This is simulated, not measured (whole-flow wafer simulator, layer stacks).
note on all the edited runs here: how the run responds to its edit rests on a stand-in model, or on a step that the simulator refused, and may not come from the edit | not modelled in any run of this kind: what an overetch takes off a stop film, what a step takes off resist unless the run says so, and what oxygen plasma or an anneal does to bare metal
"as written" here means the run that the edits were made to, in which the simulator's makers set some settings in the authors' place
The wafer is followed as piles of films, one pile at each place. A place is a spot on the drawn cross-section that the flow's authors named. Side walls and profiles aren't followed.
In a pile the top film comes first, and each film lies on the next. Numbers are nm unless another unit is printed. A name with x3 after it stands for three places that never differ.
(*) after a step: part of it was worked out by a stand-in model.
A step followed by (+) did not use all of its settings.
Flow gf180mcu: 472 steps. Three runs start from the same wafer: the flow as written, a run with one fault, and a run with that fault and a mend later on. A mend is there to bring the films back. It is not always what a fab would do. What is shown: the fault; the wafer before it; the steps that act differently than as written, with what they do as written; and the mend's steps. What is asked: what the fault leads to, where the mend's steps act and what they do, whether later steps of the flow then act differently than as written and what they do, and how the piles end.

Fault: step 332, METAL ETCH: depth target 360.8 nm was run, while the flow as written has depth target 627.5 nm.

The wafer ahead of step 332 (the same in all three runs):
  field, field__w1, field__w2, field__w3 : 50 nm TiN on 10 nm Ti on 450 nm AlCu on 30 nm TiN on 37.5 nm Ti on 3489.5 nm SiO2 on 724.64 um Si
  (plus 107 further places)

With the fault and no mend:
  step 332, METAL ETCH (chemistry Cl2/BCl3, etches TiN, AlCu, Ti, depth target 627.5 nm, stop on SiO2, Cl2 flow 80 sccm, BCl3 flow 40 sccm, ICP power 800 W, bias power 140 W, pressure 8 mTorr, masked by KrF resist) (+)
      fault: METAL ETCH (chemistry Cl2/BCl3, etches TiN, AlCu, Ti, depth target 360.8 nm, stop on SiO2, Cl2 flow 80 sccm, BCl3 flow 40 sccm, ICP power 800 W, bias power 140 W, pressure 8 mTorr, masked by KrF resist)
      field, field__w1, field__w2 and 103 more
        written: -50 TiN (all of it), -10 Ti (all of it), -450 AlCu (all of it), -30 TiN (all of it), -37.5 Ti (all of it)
        fault: -50 TiN (all of it), -10 Ti (all of it), -300.8 AlCu
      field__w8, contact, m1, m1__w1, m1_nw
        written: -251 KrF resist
        fault: -144.3 KrF resist
  Steps later in the flow that act otherwise than as written:
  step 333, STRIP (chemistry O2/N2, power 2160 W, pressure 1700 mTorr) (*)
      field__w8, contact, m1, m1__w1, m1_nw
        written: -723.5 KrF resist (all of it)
        fault: -830.2 KrF resist (all of it)
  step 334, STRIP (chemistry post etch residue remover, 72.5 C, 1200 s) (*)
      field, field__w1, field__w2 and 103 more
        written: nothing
        fault: -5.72 AlCu
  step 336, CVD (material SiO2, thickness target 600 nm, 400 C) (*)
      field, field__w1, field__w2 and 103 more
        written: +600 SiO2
        fault: +600 SiO2 (new film)
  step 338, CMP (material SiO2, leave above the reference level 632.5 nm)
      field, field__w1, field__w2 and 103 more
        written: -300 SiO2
        fault: -511 SiO2
  At field, field__w1, field__w2 and 104 more, the piles at the end differ from the flow's by more than 2% or 0.5 nm, whichever is larger.
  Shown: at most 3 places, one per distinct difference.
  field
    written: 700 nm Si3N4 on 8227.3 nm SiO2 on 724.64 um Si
    fault: 700 nm Si3N4 on 4526.8 nm SiO2 on 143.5 nm AlCu on 30 nm TiN on 37.5 nm Ti on 3489.5 nm SiO2 on 724.64 um Si
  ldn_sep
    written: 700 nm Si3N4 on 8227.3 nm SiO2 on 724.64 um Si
    fault: 700 nm Si3N4 on 4526.8 nm SiO2 on 143.5 nm AlCu on 30 nm TiN on 37.5 nm Ti on 3489.4 nm SiO2 on 724.64 um Si
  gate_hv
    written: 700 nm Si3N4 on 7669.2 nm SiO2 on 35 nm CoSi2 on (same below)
    fault: 700 nm Si3N4 on 4526.8 nm SiO2 on 143.5 nm AlCu on 30 nm TiN on 37.5 nm Ti on 2931.3 nm SiO2 on 35 nm CoSi2 on (same below)

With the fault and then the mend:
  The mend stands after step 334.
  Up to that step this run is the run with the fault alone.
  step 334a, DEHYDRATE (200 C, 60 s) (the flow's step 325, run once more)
      does not change any film at any place that is followed
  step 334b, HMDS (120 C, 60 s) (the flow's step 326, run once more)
      does not change any film at any place that is followed
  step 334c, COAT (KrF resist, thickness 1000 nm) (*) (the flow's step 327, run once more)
      iso_ptap_pw, iso_ntap_nw, iso_nw_fld and 33 more
        +1000 KrF resist (new film)
      field_sub__w2, field_sub__w4, gate and 10 more
        +1002.3 KrF resist (new film)
      p_well, sti, spacer and 7 more
        +1002.5 KrF resist (new film)
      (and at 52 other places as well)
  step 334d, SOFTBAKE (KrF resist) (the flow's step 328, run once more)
      does not change any film at any place that is followed
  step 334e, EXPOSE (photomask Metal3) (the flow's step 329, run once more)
      does not change any film at any place that is followed
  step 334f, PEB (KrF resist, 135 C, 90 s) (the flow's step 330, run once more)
      field__w1, field__w2, field__w3 and 58 more
        -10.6 KrF resist
      iso_ptap_pw, iso_ntap_nw, iso_nw_fld and 33 more
        -10.5 KrF resist
      sd_p, gate_p, nw_sep_fld, polyc_n
        -10.7 KrF resist
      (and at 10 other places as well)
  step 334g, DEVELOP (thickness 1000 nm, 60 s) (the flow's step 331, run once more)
      iso_ptap_pw, iso_ntap_nw, iso_nw_fld and 33 more
        -989.5 KrF resist (all of it)
      field_sub__w2, field_sub__w4, active and 10 more
        -991.7 KrF resist (all of it)
      field__w5, field__w9, field_sub__w1 and 7 more
        -991.8 KrF resist (all of it)
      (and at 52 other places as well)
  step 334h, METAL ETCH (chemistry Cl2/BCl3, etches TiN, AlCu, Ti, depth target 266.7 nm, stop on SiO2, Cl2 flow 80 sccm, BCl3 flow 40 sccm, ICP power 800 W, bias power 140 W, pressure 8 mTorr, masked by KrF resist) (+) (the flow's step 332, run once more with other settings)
      field, field__w1, field__w2 and 103 more
        -143.5 AlCu (all of it), -30 TiN (all of it), -37.5 Ti (all of it)
      field__w8, contact, m1, m1__w1, m1_nw
        -106.7 KrF resist
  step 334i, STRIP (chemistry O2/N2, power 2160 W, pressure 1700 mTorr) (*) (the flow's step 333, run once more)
      field__w8
        -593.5 KrF resist (all of it)
      contact
        -591.6 KrF resist (all of it)
      m1
        -593.7 KrF resist (all of it)
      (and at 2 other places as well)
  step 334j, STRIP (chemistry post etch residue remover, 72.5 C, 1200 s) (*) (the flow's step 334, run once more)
      field__w8, contact, m1, m1__w1, m1_nw
        -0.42 TiN
  None of the later steps of the flow differs from how it acts as written, at any place that is followed, by more than 2% or 0.5 nm, whichever is larger.
  The piles end only slightly different from the flow's at the places that both follow, by no more than 2% or 0.5 nm, whichever is larger.
